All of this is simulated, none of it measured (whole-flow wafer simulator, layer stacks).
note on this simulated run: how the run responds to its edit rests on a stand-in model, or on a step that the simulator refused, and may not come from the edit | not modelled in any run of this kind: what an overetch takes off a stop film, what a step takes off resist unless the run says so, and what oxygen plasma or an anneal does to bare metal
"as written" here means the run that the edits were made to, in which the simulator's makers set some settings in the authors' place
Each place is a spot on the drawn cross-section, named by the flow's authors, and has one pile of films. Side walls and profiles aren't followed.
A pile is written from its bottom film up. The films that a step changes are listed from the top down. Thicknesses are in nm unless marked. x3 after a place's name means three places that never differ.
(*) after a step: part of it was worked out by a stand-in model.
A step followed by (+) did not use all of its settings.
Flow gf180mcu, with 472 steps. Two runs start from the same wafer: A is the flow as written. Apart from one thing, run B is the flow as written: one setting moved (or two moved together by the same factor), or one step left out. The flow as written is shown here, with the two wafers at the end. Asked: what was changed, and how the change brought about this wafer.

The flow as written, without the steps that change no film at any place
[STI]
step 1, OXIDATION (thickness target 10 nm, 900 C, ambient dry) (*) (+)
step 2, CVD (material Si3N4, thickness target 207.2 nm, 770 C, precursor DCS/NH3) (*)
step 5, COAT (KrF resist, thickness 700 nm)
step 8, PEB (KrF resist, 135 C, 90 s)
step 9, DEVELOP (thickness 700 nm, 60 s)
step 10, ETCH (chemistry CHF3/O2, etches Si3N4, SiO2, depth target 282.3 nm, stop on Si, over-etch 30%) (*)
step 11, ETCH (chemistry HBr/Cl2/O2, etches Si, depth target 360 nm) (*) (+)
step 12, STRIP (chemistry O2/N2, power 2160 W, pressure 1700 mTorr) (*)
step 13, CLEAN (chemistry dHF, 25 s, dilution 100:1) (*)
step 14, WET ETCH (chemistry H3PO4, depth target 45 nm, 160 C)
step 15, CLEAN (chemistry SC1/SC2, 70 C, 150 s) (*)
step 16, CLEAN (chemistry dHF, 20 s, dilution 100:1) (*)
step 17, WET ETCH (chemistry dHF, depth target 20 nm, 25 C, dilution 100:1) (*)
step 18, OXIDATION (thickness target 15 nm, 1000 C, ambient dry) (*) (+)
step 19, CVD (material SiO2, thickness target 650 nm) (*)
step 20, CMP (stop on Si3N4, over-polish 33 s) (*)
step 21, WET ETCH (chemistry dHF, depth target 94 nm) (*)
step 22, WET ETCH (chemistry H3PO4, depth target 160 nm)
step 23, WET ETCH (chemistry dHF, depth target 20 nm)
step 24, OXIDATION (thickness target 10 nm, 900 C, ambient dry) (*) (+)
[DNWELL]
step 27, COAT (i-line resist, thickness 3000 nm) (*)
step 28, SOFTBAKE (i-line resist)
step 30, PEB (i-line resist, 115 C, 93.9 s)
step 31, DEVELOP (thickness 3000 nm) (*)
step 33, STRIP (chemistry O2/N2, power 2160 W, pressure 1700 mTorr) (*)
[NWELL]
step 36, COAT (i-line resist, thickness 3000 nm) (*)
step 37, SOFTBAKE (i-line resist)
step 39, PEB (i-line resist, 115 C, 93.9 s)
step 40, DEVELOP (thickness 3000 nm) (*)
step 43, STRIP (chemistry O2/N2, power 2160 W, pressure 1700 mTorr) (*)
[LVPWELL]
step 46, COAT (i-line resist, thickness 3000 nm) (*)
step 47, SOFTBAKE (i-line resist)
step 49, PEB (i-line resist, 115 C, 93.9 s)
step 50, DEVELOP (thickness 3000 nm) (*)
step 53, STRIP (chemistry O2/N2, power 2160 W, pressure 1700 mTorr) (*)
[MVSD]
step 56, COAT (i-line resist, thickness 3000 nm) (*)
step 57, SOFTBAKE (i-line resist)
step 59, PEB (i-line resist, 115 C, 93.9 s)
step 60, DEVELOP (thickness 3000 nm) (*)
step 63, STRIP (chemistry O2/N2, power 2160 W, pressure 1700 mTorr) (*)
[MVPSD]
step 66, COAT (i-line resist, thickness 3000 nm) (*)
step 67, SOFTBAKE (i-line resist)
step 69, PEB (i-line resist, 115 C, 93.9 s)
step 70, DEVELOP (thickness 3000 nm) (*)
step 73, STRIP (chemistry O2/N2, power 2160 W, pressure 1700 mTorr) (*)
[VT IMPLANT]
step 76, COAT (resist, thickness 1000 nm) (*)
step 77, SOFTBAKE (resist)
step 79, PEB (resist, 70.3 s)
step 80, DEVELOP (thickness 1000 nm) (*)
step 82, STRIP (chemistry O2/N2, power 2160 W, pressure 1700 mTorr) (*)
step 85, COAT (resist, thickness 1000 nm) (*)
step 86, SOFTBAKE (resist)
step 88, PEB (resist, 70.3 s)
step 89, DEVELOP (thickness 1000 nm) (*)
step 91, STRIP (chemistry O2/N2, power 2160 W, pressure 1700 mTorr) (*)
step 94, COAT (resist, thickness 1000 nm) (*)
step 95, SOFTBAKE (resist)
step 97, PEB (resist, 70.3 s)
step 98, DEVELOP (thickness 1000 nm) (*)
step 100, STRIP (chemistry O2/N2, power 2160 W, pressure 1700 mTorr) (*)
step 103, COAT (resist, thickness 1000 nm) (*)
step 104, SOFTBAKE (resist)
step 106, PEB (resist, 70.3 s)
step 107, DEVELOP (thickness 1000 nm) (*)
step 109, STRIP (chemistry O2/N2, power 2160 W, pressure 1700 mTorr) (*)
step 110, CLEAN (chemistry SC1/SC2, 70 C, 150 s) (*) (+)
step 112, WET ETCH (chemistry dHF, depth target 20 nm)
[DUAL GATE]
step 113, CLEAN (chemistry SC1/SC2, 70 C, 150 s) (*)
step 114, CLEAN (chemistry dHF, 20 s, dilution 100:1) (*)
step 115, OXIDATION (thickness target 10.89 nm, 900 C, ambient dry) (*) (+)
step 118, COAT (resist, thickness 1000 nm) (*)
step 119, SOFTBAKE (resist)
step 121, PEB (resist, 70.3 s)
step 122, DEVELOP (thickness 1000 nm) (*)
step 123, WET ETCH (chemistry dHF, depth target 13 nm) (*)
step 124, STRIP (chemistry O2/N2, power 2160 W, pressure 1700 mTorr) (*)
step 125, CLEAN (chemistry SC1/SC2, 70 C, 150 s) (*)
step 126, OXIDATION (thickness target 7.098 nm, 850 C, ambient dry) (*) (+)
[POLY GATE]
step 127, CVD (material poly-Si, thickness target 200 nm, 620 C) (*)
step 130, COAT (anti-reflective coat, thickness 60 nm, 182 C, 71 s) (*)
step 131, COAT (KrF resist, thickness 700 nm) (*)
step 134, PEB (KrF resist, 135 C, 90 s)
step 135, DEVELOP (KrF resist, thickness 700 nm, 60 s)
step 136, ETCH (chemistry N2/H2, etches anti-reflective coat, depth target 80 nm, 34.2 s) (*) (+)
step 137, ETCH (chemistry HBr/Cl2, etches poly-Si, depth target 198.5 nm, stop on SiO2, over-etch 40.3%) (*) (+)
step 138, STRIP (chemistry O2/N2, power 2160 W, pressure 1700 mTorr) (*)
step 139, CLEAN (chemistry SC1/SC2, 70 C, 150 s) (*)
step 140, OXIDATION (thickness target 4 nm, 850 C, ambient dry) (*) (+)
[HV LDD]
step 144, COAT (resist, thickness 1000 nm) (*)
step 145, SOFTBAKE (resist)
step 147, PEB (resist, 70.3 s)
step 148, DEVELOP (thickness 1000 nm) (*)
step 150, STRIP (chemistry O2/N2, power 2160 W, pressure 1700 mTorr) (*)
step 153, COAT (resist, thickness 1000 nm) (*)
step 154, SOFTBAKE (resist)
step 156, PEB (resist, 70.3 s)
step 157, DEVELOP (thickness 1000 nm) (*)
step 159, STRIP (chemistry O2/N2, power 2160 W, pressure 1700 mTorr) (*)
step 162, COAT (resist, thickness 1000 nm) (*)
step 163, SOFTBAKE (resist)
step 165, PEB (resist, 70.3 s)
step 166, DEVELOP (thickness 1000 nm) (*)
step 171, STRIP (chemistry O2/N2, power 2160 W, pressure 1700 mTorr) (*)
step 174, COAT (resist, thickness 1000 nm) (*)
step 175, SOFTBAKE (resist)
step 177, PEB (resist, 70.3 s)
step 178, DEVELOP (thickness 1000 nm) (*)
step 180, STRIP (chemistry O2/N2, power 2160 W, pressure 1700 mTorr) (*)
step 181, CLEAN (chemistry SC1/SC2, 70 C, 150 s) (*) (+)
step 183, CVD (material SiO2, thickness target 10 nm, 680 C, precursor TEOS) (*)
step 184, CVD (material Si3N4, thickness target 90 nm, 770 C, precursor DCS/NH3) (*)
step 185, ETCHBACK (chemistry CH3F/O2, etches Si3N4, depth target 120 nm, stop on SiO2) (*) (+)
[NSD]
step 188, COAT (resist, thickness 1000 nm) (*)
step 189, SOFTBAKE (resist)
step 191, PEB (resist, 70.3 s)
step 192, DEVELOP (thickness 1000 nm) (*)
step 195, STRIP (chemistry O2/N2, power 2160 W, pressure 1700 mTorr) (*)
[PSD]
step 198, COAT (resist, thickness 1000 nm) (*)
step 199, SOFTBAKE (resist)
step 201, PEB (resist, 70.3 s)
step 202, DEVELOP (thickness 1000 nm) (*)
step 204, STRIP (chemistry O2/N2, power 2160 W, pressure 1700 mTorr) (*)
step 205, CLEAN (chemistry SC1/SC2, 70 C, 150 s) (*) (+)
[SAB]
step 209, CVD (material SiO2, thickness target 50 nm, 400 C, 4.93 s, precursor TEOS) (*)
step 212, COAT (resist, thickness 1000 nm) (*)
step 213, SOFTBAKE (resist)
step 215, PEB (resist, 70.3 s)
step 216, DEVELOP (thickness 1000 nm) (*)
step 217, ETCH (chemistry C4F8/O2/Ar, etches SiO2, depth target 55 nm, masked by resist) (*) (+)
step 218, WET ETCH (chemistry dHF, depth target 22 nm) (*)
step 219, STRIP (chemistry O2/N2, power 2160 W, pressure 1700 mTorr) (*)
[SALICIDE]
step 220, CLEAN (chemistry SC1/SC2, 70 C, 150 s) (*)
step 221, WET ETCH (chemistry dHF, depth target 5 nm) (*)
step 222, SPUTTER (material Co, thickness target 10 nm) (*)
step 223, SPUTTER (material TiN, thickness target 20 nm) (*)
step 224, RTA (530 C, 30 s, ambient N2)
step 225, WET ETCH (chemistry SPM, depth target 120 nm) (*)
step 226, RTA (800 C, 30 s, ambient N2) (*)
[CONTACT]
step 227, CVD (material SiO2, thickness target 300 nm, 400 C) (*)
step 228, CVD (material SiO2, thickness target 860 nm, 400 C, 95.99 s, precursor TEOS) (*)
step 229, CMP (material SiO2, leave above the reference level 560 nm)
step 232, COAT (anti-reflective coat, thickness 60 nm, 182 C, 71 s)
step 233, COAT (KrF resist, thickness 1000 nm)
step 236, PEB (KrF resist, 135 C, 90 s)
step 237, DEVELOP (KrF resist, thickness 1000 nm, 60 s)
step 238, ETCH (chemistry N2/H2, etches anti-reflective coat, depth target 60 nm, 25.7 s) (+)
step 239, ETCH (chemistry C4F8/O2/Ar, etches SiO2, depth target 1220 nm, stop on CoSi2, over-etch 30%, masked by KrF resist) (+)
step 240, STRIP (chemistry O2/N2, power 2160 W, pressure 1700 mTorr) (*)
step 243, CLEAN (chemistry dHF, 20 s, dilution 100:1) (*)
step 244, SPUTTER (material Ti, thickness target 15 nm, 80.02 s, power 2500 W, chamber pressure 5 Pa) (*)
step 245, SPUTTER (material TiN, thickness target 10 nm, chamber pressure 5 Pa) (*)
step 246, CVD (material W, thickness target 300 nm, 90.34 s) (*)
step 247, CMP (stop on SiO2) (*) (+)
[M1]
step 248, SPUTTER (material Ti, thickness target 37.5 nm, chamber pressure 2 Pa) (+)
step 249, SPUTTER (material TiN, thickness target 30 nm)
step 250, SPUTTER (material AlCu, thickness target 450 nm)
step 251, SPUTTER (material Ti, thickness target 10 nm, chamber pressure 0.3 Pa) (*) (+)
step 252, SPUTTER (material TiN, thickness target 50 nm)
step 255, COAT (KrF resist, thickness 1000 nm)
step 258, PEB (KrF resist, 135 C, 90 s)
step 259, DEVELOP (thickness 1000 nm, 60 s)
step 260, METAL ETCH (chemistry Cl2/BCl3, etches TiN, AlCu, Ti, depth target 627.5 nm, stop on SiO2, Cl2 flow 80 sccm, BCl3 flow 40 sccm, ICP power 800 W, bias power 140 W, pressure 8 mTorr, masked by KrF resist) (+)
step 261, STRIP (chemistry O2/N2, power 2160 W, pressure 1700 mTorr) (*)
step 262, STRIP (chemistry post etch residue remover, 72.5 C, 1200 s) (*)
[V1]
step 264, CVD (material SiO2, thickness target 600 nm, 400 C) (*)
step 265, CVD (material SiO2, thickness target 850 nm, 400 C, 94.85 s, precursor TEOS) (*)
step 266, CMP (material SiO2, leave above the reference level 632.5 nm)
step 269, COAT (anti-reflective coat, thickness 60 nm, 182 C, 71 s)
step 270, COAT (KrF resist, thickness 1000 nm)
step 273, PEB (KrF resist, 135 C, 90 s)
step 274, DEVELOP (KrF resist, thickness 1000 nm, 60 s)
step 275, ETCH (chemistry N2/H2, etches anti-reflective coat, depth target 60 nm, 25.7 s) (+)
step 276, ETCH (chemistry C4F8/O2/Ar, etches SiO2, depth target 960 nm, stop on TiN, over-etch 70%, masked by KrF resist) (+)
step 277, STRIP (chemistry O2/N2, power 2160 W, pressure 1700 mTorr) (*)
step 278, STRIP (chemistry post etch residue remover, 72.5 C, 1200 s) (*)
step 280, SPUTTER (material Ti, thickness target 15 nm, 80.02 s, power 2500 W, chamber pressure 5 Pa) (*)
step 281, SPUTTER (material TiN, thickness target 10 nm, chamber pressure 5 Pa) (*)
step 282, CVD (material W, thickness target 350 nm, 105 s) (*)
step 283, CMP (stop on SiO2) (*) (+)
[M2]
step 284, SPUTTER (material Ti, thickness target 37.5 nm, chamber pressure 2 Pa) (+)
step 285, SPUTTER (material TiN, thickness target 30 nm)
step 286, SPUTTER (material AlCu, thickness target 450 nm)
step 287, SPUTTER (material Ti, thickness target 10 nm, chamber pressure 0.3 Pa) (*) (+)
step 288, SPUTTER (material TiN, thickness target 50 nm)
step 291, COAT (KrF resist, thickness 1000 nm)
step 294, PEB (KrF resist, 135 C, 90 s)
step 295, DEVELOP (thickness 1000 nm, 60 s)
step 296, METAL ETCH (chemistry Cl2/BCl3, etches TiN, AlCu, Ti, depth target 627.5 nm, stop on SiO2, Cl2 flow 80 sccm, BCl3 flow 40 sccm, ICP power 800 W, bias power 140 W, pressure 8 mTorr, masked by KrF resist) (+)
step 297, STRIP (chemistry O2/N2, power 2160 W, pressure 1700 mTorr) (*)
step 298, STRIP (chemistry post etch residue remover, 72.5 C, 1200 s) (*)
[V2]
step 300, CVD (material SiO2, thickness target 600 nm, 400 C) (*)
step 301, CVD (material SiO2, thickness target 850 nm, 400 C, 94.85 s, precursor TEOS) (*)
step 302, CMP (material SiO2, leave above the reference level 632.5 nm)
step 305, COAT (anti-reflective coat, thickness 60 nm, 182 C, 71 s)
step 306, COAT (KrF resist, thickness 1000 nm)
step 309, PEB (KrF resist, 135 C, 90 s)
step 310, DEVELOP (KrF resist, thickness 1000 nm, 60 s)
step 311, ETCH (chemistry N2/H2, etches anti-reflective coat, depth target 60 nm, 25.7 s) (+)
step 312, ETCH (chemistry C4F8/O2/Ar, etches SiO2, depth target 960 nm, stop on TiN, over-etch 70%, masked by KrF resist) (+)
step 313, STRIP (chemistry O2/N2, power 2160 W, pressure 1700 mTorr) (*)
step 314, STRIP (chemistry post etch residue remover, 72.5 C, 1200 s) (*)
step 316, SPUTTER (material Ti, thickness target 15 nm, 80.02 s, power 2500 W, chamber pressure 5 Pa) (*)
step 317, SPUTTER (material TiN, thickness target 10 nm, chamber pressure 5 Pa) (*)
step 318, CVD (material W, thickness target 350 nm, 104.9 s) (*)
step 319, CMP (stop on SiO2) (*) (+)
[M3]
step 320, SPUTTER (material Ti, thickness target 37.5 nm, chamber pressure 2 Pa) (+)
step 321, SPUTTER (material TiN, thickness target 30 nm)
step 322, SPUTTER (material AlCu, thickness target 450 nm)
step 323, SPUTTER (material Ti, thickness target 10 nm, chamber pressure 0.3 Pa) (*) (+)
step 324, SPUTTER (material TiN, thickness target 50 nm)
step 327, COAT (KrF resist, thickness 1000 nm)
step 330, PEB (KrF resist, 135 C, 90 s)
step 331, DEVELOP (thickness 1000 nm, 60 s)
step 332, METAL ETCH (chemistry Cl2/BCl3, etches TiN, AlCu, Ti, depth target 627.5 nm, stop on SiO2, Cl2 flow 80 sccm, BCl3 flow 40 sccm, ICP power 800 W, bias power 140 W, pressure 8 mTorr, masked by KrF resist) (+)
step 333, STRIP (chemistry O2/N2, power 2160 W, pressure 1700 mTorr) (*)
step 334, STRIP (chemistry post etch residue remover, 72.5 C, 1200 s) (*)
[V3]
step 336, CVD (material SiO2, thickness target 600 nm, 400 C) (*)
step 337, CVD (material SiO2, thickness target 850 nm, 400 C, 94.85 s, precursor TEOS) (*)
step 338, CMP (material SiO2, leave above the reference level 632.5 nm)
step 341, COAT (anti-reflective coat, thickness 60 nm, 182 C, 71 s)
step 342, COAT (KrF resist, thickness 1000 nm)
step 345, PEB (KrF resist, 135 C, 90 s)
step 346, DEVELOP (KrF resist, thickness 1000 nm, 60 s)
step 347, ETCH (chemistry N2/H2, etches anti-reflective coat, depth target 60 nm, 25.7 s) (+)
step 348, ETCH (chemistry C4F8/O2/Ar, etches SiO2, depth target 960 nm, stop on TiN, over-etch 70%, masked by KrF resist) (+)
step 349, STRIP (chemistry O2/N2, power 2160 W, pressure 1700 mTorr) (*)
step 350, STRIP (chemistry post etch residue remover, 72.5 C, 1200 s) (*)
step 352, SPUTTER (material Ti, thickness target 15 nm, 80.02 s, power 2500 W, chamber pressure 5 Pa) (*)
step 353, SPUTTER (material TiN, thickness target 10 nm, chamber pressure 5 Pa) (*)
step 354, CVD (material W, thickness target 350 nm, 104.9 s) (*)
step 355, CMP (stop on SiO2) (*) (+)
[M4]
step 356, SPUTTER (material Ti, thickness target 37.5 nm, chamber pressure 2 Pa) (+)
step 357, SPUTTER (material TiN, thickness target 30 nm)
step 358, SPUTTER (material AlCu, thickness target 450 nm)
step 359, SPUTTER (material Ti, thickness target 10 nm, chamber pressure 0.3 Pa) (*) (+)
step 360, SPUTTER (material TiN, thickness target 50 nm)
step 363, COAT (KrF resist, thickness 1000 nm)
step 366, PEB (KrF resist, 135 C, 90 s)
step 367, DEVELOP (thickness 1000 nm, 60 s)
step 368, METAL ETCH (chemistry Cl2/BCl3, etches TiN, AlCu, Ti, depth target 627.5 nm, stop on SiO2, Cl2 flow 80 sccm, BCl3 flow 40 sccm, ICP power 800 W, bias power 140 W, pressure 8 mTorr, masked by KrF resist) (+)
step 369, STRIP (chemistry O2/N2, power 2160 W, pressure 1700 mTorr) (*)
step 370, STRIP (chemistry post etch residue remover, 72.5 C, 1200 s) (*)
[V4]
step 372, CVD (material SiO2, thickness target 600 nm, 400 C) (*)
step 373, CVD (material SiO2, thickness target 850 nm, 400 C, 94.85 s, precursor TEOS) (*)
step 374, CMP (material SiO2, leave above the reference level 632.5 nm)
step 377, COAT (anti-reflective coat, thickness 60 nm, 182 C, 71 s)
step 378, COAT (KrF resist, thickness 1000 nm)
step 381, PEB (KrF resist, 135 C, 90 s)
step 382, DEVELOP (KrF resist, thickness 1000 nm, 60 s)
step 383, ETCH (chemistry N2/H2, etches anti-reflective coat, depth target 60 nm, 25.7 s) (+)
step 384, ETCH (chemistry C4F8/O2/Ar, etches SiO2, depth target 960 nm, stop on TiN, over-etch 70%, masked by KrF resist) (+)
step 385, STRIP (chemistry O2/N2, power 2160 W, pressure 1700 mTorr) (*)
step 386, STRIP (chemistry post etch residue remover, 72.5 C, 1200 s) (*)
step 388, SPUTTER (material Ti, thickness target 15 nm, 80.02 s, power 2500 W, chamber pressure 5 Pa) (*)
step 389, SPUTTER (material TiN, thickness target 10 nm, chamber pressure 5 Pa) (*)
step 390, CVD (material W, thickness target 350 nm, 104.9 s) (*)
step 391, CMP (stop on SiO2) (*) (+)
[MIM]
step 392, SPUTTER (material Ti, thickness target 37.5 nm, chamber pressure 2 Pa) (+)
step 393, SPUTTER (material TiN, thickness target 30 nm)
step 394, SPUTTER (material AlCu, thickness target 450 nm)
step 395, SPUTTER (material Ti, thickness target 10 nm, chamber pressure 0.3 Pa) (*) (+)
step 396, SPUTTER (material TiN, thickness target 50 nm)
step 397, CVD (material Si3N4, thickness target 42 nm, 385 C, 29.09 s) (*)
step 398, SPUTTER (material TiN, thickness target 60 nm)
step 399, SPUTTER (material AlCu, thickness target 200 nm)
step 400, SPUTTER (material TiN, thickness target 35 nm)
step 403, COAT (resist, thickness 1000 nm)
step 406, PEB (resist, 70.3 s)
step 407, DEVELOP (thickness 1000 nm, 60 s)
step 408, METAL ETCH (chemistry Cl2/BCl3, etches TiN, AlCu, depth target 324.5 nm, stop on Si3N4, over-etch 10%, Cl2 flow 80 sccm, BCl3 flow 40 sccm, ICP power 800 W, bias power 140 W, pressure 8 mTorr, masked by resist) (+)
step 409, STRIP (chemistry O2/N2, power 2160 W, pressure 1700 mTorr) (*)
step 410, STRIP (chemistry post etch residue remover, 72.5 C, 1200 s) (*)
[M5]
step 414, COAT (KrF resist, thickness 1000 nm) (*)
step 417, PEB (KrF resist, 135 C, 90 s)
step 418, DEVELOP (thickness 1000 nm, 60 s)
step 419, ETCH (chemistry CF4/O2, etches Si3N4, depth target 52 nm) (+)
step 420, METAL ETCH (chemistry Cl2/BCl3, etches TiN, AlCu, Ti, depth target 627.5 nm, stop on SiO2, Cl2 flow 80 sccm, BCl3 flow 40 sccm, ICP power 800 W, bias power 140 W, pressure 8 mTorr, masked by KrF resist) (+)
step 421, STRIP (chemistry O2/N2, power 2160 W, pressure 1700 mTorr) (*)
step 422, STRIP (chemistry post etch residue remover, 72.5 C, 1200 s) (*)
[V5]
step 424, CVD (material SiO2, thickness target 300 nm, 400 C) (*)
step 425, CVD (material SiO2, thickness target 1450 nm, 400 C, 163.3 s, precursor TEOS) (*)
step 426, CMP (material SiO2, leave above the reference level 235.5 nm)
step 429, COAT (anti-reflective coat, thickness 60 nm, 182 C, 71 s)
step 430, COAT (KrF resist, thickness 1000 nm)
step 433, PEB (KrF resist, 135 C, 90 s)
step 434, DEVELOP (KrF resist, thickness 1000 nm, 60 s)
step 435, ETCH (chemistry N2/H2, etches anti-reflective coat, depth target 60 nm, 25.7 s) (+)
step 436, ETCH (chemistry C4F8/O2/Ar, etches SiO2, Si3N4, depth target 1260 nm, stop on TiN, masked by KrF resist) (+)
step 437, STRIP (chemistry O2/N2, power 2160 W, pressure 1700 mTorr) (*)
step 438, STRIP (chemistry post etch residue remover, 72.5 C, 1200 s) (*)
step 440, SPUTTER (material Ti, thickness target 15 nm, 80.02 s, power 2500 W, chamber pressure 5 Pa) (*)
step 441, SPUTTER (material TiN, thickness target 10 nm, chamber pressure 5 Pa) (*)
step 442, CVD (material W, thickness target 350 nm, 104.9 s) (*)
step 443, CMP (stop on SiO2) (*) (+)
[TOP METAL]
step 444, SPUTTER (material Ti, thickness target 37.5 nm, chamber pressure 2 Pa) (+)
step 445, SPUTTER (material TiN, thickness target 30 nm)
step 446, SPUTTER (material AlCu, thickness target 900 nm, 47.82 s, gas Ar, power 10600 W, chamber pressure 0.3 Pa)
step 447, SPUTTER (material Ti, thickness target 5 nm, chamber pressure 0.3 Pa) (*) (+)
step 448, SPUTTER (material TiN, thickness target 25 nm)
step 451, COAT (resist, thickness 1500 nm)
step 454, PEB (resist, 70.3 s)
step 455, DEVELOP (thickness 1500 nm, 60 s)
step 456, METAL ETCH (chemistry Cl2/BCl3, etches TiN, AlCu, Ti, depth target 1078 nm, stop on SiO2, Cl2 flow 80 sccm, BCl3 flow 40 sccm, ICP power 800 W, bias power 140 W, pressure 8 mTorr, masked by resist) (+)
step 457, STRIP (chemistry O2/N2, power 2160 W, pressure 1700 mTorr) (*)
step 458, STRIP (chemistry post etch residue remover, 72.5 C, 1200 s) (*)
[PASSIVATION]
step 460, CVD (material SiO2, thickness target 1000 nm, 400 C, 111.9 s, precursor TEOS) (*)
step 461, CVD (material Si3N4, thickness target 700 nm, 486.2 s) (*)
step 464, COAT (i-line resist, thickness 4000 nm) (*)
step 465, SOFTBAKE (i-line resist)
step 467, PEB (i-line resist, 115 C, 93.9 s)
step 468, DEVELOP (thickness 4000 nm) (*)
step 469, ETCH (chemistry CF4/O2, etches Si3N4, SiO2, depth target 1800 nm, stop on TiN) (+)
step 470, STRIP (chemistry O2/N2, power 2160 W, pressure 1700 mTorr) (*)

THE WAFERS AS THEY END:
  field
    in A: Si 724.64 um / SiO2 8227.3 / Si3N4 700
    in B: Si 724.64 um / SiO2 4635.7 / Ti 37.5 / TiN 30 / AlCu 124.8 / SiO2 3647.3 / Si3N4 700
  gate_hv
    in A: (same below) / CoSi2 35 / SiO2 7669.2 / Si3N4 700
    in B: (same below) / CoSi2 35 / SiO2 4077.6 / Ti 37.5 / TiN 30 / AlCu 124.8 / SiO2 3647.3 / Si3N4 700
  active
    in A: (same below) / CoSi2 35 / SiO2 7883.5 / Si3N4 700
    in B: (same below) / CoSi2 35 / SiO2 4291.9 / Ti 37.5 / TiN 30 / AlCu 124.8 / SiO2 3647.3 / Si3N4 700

What caused this: step 358, SPUTTER: thickness target 698 nm was run, while the flow as written has thickness target 450 nm.

The path from the change to this, step by step:
  step 358, SPUTTER (material AlCu, thickness target 450 nm)
      field, field__w1, field__w2 and 108 more: A +450 AlCu (new film) | B +698 AlCu (new film)
  step 368, METAL ETCH (chemistry Cl2/BCl3, etches TiN, AlCu, Ti, depth target 627.5 nm, stop on SiO2, Cl2 flow 80 sccm, BCl3 flow 40 sccm, ICP power 800 W, bias power 140 W, pressure 8 mTorr, masked by KrF resist) (+)
      field, field__w1, field__w2 and 103 more: A -50 TiN (all of it), -10 Ti (all of it), -450 AlCu (all of it), -30 TiN (all of it), -37.5 Ti (all of it) | B -50 TiN (all of it), -10 Ti (all of it), -567.5 AlCu
  step 370, STRIP (chemistry post etch residue remover, 72.5 C, 1200 s) (*)
      field, field__w1, field__w2 and 103 more: A nothing | B -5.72 AlCu
  step 372, CVD (material SiO2, thickness target 600 nm, 400 C) (*)
      field, field__w1, field__w2 and 103 more: A +600 SiO2 | B +600 SiO2 (new film)
  step 374, CMP (material SiO2, leave above the reference level 632.5 nm)
      field, field__w1, field__w2 and 103 more: A -300 SiO2 | B -244.3 SiO2
Taking metal films that touch as one body, field has 1 body; the flow as written gives 0 bodies.
Taking metal films that touch as one body, gate_hv has 2 bodies (between them, from the top down: SiO2 4077.6); the flow as written gives 1 body.
Taking metal films that touch as one body, active has 2 bodies (between them, from the top down: SiO2 4291.9); the flow as written gives 1 body.
